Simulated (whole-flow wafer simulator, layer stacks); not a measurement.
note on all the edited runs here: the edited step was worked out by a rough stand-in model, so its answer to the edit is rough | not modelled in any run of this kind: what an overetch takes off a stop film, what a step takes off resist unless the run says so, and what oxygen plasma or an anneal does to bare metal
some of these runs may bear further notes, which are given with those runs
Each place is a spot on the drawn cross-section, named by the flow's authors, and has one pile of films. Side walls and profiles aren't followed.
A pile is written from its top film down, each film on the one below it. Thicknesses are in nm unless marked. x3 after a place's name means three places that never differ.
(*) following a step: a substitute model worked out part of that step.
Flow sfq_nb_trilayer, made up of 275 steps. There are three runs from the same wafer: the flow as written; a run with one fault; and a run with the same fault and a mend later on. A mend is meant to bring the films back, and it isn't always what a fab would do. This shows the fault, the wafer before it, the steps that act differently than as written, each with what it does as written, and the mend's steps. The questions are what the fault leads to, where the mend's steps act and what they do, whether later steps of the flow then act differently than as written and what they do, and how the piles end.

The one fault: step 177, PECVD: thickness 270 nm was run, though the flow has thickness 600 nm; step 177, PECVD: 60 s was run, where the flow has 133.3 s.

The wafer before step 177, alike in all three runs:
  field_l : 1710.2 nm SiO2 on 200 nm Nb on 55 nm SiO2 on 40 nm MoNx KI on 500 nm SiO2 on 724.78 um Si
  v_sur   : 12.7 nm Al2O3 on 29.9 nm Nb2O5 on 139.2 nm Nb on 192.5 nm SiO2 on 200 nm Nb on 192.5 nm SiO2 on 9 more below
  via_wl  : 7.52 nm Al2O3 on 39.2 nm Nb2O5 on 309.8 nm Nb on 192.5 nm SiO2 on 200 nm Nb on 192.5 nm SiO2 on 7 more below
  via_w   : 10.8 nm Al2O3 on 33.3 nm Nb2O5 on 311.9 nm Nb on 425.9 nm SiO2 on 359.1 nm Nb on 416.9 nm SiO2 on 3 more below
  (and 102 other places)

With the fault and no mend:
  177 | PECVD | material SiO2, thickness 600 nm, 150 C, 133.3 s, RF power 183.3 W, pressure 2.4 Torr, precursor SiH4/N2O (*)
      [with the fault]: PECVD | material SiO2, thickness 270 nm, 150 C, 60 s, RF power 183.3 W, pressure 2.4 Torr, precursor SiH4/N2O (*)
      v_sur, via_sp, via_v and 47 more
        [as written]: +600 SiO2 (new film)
        [with the fault]: +270 SiO2 (new film)
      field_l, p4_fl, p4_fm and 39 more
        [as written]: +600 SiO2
        [with the fault]: +270 SiO2
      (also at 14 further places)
  Later steps of the flow acting differently than as written (5 more steps, not shown, differ only slightly: by at most 2% or 0.5 nm, whichever is larger):
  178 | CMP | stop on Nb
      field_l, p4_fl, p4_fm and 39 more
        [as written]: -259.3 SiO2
        [with the fault]: nothing
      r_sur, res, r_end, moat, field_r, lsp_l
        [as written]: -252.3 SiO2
        [with the fault]: nothing
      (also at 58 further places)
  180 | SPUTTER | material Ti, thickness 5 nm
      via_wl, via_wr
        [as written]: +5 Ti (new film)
        [with the fault]: +3.87 Ti (new film)
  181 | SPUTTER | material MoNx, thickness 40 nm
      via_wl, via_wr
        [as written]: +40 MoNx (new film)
        [with the fault]: +31.6 MoNx (new film)
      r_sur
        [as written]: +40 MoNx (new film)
        [with the fault]: +37.3 MoNx (new film)
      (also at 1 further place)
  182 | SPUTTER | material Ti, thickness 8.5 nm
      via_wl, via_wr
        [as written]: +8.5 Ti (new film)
        [with the fault]: +6.47 Ti (new film)
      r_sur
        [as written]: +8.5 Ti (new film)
        [with the fault]: +7.83 Ti (new film)
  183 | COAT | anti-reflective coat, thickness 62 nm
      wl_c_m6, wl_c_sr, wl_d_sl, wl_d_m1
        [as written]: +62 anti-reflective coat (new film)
        [with the fault]: +63.8 anti-reflective coat (new film)
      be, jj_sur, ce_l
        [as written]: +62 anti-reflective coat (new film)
        [with the fault]: +57.7 anti-reflective coat (new film)
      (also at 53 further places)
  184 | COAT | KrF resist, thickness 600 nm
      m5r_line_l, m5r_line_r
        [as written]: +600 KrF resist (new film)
        [with the fault]: +575.9 KrF resist (new film)
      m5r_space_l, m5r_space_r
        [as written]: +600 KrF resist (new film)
        [with the fault]: +617.7 KrF resist (new film)
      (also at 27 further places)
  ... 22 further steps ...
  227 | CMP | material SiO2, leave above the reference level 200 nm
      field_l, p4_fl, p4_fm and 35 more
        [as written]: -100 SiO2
        [with the fault]: -29.3 SiO2
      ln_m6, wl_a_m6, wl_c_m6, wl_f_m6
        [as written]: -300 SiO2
        [with the fault]: -229.3 SiO2
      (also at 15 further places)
  By the end, the piles at via_wl, via_w, via_wr and 7 more depart from the flow's by more than 2% or 0.5 nm, whichever is larger.
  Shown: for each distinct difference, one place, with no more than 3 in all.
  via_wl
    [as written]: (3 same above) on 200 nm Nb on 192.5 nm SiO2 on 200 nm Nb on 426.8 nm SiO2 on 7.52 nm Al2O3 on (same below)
    [with the fault]: (3 same above) on 200 nm Nb on 312.7 nm SiO2 on 189.1 nm Nb on 317.6 nm SiO2 on 7.52 nm Al2O3 on (same below)
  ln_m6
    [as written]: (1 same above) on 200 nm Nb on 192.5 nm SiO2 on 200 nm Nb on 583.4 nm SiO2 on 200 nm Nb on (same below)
    [with the fault]: (1 same above) on 200 nm Nb on 263.2 nm SiO2 on 200 nm Nb on 512.7 nm SiO2 on 200 nm Nb on (same below)
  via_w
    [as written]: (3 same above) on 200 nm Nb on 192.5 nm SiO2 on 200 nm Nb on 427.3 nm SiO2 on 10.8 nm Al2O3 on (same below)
    [with the fault]: (3 same above) on 200 nm Nb on 313.3 nm SiO2 on 189 nm Nb on 317.5 nm SiO2 on 10.8 nm Al2O3 on (same below)

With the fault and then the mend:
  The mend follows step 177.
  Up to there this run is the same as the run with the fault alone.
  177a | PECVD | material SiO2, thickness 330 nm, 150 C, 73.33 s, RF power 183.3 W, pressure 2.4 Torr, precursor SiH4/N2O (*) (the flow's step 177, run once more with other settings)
      field_l, v_sur, via_sp and 94 more
        +330 SiO2
      r_sur, res, r_end, moat, field_r, lsp_l
        +326.3 SiO2
      via_wl, via_w, via_wr
        +314.4 SiO2
  Later steps of the flow acting differently than as written:
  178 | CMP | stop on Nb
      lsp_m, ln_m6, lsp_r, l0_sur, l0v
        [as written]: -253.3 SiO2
        [with the mend]: -259.3 SiO2
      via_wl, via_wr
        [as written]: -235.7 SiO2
        [with the mend]: -206.5 SiO2
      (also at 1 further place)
  At every place that both follow, the piles at the end match the flow's.
